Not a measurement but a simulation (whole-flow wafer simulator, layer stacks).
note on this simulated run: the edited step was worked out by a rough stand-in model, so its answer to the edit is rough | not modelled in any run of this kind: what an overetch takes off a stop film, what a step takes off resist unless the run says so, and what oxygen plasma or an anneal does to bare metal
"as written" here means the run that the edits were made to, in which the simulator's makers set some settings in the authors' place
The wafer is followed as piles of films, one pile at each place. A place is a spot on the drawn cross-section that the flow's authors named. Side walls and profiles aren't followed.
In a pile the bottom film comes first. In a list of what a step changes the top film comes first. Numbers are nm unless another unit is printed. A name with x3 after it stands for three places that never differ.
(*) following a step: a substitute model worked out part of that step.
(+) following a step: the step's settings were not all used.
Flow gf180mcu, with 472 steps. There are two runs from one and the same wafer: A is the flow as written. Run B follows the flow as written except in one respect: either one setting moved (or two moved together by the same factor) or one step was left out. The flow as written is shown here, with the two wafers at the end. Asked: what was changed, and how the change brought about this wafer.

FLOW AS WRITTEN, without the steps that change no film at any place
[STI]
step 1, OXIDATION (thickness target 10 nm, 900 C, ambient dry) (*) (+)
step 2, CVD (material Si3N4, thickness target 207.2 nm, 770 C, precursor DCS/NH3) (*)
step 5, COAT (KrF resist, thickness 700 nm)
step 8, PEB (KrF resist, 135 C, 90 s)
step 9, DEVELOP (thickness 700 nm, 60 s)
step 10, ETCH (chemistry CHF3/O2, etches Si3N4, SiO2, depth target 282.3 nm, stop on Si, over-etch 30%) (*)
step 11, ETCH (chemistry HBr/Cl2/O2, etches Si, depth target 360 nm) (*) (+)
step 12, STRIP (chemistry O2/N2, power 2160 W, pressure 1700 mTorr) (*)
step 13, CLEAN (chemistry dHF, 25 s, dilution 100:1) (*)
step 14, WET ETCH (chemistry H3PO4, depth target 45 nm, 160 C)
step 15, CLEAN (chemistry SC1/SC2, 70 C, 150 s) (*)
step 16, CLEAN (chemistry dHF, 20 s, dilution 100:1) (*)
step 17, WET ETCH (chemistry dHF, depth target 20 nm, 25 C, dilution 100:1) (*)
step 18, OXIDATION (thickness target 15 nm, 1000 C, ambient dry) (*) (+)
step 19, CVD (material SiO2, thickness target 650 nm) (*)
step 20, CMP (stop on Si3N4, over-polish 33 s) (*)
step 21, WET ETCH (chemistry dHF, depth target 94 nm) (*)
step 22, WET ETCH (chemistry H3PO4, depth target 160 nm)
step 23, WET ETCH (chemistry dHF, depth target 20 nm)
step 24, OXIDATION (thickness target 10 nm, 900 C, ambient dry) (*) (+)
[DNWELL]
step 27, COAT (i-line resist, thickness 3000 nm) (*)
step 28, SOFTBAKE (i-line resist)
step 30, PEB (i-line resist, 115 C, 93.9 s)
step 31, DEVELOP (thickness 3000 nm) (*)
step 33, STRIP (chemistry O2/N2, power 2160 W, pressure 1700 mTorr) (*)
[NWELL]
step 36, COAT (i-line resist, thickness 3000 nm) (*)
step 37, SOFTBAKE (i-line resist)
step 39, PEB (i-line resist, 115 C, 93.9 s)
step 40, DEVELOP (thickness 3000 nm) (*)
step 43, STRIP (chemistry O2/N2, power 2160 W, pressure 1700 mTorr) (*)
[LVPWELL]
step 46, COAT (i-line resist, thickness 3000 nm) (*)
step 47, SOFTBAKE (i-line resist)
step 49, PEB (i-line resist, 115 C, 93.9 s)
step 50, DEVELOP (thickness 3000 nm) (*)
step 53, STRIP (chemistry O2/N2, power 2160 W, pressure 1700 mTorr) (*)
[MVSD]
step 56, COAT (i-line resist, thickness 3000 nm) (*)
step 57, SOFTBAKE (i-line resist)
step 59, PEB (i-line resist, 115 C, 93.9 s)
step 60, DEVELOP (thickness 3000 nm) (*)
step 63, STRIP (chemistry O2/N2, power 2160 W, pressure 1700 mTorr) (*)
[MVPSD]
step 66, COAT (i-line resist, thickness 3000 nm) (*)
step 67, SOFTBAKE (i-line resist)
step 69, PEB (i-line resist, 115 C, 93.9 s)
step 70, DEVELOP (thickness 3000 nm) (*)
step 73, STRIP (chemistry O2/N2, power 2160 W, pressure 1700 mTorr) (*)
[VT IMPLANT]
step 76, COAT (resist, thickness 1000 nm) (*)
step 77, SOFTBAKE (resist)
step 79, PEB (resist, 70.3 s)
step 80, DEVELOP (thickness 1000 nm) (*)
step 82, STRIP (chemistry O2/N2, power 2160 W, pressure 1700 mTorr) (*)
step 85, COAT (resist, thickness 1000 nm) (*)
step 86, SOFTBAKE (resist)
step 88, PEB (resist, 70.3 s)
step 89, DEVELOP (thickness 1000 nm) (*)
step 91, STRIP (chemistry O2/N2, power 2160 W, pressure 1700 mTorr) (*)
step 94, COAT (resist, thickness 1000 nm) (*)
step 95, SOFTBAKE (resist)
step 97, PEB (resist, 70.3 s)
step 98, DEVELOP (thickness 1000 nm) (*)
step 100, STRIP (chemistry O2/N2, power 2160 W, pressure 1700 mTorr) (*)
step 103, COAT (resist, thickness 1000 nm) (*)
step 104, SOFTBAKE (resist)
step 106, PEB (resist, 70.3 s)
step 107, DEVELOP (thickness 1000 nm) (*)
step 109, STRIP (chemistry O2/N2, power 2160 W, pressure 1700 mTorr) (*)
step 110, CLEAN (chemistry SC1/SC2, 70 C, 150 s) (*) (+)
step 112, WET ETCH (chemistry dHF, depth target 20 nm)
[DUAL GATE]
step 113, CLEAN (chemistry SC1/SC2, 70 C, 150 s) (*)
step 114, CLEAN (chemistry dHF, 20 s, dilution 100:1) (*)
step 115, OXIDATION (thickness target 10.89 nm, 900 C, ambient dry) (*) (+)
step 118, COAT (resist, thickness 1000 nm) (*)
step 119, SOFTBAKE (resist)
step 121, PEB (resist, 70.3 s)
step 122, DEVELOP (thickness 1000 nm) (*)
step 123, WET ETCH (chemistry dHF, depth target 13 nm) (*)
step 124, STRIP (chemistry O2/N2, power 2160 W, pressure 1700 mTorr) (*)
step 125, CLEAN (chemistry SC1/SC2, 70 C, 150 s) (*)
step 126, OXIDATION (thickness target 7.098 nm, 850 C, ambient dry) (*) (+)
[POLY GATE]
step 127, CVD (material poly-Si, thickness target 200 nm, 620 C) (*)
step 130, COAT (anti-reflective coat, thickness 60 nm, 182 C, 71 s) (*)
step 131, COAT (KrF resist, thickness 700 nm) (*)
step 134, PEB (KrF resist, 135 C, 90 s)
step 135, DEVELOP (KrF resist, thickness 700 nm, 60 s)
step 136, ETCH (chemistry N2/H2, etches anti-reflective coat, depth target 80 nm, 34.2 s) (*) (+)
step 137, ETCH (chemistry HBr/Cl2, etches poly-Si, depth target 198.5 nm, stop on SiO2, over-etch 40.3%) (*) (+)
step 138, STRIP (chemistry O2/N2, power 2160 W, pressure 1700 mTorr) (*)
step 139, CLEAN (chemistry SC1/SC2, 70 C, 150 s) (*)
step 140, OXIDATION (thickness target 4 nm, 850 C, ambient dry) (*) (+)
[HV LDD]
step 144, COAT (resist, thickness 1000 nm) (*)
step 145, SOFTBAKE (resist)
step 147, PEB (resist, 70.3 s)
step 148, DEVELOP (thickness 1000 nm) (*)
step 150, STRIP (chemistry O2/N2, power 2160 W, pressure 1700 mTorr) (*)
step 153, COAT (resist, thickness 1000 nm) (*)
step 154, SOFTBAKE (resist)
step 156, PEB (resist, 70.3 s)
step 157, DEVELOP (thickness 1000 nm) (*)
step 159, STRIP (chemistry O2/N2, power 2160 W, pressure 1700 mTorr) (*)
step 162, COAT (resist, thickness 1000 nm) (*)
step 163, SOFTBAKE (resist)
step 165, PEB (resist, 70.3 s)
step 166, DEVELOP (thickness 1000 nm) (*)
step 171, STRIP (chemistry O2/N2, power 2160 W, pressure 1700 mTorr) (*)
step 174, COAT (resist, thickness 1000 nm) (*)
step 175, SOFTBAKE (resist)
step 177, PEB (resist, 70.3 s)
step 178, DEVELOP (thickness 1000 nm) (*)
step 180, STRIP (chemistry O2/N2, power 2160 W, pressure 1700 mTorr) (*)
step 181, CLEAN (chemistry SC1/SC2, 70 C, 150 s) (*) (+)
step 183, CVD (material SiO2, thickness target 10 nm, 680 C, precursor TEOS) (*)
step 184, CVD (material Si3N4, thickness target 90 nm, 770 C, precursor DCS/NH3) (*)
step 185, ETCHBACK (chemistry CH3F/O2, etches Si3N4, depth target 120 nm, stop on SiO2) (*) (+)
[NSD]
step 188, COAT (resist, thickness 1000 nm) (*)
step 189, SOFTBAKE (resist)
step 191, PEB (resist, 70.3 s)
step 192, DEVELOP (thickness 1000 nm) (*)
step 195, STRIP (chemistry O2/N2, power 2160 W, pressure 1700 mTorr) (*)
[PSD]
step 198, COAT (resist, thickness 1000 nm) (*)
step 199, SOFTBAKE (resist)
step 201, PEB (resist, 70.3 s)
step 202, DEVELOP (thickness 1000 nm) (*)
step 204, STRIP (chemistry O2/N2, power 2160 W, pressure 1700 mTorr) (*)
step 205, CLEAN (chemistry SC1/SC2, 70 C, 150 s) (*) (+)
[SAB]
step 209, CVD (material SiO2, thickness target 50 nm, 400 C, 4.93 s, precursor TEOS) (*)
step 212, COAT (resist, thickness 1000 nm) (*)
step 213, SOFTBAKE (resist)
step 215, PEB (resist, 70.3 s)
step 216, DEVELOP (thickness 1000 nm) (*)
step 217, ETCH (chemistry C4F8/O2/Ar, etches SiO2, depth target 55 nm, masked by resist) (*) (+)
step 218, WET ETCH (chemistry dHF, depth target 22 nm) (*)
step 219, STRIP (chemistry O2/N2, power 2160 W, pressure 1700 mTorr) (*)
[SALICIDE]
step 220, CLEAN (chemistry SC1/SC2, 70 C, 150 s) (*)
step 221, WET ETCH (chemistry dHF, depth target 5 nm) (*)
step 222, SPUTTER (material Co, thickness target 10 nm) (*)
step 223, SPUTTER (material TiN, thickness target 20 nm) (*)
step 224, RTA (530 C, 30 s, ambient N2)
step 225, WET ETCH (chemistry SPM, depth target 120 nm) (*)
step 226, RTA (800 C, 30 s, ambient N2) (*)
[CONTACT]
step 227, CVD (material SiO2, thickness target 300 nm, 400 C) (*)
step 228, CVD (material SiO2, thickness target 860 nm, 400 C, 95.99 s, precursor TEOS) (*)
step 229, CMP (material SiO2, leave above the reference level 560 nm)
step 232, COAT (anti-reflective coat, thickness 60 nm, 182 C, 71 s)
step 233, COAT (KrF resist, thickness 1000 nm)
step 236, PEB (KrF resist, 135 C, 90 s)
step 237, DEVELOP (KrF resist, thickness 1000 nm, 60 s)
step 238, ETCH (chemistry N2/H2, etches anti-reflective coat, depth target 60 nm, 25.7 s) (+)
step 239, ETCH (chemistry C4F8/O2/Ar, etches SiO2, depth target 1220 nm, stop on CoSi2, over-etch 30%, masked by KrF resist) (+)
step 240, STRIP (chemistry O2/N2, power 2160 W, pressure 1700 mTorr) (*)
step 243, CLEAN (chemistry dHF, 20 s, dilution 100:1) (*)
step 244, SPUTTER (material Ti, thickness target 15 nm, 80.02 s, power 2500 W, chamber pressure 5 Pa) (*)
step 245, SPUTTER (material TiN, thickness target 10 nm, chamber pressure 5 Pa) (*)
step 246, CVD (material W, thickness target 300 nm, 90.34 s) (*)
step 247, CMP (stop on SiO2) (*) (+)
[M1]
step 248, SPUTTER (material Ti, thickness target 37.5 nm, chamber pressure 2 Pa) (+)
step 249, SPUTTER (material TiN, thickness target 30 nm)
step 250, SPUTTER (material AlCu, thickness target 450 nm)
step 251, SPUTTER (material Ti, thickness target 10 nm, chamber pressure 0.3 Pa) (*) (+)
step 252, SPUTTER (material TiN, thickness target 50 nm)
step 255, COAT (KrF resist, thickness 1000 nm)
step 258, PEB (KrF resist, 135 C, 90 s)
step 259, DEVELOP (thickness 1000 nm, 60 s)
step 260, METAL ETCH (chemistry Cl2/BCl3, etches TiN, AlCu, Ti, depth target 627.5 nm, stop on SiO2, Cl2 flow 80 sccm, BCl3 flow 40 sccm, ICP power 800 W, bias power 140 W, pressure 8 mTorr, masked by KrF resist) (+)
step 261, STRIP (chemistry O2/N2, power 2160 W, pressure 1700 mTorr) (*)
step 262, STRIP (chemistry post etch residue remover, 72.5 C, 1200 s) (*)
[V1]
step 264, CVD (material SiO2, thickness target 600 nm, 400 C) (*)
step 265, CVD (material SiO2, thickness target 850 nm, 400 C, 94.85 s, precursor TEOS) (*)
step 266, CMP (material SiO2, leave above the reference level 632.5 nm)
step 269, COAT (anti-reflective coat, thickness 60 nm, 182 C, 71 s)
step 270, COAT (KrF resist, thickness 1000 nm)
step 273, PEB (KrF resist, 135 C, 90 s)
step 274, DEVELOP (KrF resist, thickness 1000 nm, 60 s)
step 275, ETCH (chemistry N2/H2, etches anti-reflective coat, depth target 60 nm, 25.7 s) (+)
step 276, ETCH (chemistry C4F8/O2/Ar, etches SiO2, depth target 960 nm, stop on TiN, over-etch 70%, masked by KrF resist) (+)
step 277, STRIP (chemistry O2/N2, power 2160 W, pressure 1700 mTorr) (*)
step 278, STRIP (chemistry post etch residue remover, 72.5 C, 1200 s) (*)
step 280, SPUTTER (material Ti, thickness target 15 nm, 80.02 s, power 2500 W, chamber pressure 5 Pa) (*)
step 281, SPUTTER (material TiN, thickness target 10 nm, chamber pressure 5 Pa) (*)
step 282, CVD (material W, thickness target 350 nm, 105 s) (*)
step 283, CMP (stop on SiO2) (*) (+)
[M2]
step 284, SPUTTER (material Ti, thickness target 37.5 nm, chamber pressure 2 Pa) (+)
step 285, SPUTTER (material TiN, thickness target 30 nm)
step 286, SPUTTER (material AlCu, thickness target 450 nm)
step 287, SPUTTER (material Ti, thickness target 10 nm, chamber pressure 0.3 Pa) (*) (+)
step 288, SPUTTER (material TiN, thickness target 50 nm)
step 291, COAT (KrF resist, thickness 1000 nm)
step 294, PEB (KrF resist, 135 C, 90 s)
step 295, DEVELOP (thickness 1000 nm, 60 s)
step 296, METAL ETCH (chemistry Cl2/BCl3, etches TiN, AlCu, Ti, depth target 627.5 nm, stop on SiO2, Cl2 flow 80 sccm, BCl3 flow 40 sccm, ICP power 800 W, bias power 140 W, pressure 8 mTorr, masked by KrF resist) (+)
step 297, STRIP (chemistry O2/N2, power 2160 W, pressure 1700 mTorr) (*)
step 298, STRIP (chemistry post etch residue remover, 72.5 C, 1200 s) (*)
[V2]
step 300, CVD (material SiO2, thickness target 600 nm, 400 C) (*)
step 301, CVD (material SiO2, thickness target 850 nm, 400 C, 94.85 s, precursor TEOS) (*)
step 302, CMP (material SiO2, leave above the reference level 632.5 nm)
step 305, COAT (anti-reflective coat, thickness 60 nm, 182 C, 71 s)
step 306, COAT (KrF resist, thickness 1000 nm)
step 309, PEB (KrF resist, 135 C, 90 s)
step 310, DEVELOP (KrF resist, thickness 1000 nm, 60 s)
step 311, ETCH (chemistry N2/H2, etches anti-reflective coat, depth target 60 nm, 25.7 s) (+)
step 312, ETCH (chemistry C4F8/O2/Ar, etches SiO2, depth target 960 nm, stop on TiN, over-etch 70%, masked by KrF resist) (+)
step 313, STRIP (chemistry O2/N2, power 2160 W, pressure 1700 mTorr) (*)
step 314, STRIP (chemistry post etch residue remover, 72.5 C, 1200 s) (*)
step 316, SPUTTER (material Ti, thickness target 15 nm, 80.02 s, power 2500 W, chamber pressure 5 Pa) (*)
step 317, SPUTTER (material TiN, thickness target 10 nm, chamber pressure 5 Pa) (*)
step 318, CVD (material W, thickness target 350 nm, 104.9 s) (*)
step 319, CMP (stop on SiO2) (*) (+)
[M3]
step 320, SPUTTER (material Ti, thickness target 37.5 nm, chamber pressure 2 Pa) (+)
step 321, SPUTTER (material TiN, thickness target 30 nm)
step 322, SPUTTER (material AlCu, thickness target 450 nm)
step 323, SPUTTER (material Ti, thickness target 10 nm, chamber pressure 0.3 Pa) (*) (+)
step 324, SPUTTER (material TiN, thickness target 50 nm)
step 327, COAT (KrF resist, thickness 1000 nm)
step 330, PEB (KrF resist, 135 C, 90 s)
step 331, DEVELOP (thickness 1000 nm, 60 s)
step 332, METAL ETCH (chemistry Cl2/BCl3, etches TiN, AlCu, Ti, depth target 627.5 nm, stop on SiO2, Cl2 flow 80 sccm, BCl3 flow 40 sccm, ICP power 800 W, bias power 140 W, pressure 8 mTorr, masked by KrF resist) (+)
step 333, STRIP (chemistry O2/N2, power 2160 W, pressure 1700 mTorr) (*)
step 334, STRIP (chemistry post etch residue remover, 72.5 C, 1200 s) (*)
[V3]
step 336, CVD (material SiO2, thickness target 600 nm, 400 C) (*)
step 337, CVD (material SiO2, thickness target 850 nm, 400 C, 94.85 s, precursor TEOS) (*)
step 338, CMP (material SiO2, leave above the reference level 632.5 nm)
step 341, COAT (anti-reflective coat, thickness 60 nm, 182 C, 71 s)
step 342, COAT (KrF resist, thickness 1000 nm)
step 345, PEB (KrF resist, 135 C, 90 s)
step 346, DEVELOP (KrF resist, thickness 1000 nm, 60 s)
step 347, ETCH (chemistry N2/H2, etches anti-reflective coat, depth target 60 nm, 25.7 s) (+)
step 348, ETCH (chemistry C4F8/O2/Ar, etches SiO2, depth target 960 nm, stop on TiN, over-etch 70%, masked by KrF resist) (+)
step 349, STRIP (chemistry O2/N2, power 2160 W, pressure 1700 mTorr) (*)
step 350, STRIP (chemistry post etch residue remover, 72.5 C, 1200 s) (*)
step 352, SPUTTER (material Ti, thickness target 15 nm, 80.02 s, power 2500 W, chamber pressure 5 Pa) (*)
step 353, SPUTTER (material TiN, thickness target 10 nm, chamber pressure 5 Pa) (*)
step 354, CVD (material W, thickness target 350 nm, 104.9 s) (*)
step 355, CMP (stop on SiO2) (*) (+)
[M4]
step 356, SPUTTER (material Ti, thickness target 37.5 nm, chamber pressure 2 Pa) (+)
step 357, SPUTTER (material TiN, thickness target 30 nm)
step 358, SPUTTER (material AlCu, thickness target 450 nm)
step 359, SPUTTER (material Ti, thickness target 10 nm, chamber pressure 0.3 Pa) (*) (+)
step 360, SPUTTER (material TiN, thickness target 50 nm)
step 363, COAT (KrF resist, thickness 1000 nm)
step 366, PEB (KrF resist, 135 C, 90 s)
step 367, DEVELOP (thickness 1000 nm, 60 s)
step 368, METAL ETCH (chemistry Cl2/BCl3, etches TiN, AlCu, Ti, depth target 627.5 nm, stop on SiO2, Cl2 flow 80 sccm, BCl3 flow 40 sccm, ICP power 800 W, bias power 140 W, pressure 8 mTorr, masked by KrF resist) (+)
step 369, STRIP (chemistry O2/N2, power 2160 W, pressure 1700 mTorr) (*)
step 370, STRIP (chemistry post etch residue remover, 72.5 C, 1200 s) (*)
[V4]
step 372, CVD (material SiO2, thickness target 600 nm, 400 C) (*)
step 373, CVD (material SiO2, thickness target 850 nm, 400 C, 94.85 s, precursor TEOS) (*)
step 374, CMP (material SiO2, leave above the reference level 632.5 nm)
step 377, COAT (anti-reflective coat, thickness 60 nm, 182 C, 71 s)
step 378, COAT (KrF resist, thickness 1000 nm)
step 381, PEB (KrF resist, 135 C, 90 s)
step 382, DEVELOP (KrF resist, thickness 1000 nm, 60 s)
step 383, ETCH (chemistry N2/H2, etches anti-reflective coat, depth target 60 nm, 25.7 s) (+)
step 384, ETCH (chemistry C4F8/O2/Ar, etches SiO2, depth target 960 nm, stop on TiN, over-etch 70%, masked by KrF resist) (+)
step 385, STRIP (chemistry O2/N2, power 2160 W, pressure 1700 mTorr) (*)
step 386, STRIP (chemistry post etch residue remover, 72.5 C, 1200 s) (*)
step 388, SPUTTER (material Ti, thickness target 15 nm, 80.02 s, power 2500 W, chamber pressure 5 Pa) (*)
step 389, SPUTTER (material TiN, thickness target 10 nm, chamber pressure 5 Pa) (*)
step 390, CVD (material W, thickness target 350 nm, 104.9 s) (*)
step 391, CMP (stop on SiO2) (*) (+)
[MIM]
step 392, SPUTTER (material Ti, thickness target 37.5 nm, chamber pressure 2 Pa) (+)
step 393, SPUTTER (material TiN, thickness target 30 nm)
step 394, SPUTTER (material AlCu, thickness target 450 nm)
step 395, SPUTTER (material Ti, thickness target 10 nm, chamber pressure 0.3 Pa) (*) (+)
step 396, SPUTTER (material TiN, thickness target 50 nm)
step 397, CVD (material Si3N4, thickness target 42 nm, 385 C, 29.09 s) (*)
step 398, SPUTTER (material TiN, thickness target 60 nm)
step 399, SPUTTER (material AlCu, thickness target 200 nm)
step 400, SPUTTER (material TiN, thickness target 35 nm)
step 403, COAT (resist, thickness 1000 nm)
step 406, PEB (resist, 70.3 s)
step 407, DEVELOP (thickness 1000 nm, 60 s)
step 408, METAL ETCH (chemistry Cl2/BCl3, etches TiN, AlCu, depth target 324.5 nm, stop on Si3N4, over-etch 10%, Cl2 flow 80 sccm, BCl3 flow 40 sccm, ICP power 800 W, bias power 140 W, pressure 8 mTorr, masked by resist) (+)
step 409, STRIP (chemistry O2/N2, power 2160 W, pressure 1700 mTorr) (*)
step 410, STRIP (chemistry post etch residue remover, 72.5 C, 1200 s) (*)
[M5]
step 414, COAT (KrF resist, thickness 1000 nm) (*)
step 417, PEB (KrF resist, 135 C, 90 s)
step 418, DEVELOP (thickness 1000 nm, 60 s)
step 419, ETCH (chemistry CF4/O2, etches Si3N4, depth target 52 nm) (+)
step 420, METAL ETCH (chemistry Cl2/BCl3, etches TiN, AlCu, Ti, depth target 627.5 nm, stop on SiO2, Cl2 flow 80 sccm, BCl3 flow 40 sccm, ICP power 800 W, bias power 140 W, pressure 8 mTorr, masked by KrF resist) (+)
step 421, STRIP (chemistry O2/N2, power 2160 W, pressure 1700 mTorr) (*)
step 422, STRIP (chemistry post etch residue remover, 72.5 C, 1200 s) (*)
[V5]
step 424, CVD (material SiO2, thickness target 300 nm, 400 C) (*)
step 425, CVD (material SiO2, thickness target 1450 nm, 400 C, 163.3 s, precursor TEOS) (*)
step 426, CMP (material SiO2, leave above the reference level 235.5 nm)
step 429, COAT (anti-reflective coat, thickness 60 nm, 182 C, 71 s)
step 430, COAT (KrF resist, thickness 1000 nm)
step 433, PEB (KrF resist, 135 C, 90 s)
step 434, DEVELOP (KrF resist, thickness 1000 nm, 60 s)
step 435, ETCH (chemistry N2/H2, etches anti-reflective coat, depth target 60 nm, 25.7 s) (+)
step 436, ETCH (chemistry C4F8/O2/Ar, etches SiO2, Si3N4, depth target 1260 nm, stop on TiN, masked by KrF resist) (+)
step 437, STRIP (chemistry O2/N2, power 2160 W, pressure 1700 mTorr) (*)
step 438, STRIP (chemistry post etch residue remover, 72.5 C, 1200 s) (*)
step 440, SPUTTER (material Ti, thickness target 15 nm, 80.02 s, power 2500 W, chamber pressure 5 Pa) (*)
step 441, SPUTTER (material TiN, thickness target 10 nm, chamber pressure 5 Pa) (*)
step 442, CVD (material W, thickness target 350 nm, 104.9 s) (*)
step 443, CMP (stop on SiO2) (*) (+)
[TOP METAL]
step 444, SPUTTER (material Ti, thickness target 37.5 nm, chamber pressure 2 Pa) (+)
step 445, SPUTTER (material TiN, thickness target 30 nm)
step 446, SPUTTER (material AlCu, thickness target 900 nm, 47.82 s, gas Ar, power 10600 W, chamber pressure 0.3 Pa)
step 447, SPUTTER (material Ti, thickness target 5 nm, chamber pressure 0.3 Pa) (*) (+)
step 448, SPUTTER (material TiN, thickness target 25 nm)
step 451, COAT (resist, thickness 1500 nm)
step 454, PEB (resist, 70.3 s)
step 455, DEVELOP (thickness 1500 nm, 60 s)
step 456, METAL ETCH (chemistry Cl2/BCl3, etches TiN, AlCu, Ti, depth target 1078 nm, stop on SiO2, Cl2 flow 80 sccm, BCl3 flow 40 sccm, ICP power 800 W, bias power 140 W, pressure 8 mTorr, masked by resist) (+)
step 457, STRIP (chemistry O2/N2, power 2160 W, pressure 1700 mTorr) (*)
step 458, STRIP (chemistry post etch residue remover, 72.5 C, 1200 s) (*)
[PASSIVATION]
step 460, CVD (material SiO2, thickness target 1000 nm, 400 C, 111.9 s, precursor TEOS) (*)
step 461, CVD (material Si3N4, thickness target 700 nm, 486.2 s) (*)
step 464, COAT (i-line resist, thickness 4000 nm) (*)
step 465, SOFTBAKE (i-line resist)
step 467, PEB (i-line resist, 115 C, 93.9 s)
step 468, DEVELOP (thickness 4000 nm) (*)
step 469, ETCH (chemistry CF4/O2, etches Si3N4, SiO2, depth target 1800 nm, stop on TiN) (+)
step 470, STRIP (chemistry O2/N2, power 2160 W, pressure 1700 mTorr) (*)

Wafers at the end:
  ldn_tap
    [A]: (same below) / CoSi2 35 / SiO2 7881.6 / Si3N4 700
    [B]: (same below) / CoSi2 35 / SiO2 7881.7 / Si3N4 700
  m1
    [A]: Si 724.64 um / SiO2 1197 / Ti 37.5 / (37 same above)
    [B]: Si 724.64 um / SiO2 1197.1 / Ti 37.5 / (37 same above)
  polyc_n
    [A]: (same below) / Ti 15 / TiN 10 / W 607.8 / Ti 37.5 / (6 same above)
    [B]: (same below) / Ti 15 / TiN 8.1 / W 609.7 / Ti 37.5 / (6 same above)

What caused this: step 245, SPUTTER: thickness target 8.1 nm was run, though the flow has thickness target 10 nm.
The wafer lets one read it off: polyc_n has TiN 8.1, and step 245 as written asks for 10 nm.

The path from the change to this, step by step:
  step 245, SPUTTER (material TiN, thickness target 10 nm, chamber pressure 5 Pa) (*)
      field, field__w1, field__w2 and 107 more: A TiN gains 10 (new film) | B TiN gains 8.1 (new film)
      contact: A TiN gains 5.48 (new film) | B TiN gains 4.44 (new film)
  step 247, CMP (stop on SiO2) (*) (+)
      field, field__w1, field__w2 and 105 more: A W loses 300 (all of it), TiN loses 10 (all of it), Ti loses 15 (all of it), SiO2 loses 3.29 | B W loses 300 (all of it), TiN loses 8.1 (all of it), Ti loses 15 (all of it), SiO2 loses 3.27
